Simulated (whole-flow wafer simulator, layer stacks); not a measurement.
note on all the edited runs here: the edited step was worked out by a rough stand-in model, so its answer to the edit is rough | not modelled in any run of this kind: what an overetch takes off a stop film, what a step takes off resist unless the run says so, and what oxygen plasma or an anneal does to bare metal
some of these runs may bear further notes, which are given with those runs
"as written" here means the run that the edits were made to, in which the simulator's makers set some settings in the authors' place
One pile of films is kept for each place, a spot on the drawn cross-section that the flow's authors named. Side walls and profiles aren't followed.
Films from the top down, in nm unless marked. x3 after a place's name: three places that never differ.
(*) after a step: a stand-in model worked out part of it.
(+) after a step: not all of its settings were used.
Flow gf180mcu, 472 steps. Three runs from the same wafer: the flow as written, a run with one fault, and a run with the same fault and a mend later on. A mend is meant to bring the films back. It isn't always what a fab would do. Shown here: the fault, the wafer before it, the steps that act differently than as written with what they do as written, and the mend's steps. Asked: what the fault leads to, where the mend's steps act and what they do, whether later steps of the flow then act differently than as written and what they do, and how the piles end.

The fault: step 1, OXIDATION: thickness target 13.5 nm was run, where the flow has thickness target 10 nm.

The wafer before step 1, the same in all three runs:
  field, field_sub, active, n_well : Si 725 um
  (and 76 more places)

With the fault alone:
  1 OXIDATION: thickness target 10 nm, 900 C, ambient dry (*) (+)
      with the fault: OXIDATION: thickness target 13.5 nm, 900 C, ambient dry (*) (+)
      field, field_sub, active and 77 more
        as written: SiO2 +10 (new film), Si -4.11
        with the fault: SiO2 +13.5 (new film), Si -5.65
  Later steps of the flow that act differently than as written (99 more steps differ only slightly, by at most 2% or 0.5 nm, whichever is larger, and aren't shown):
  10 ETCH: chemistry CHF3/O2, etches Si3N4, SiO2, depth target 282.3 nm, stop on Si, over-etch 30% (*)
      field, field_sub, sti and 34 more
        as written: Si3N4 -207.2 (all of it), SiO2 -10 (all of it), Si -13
        with the fault: Si3N4 -207.2 (all of it), SiO2 -13.5 (all of it), Si -12.3
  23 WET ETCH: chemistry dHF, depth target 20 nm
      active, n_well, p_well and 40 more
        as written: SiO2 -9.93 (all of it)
        with the fault: SiO2 -13.4 (all of it)
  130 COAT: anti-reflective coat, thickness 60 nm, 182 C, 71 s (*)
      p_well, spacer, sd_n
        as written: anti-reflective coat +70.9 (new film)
        with the fault: anti-reflective coat +74.2 (new film)
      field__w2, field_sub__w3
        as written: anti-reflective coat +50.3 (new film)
        with the fault: anti-reflective coat +49.1 (new film)
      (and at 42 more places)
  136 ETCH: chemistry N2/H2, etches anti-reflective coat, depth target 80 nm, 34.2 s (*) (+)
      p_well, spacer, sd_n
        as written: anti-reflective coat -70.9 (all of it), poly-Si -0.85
        with the fault: anti-reflective coat -74.2 (all of it), poly-Si -0.76
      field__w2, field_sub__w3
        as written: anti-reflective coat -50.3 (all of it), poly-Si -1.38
        with the fault: anti-reflective coat -49.1 (all of it), poly-Si -1.41
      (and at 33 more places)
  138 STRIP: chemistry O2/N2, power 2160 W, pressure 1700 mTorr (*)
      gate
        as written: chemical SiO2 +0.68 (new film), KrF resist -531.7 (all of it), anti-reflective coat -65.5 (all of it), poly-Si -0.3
        with the fault: chemical SiO2 +0.68 (new film), KrF resist -531.8 (all of it), anti-reflective coat -67 (all of it), poly-Si -0.3
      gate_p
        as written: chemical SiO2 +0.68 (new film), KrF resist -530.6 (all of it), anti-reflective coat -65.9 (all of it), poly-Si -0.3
        with the fault: chemical SiO2 +0.68 (new film), KrF resist -530.7 (all of it), anti-reflective coat -67.6 (all of it), poly-Si -0.3
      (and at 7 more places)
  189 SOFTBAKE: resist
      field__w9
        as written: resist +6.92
        with the fault: resist -3.09
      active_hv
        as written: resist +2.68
        with the fault: resist -0.46
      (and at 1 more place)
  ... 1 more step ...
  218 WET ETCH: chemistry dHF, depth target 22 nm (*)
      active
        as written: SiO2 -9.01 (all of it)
        with the fault: SiO2 -8.43 (all of it)
  At the end the piles differ from the flow's only slightly at the places that both follow, by at most 2% or 0.5 nm, whichever is larger.

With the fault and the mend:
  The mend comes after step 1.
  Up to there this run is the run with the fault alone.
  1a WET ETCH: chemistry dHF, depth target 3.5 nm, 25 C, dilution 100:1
      field, field_sub, active and 77 more
        SiO2 -3.5
  No later step of the flow acts differently than as written at any place that is followed.
  At the end the piles differ from the flow's only slightly at the places that both follow, by at most 2% or 0.5 nm, whichever is larger.
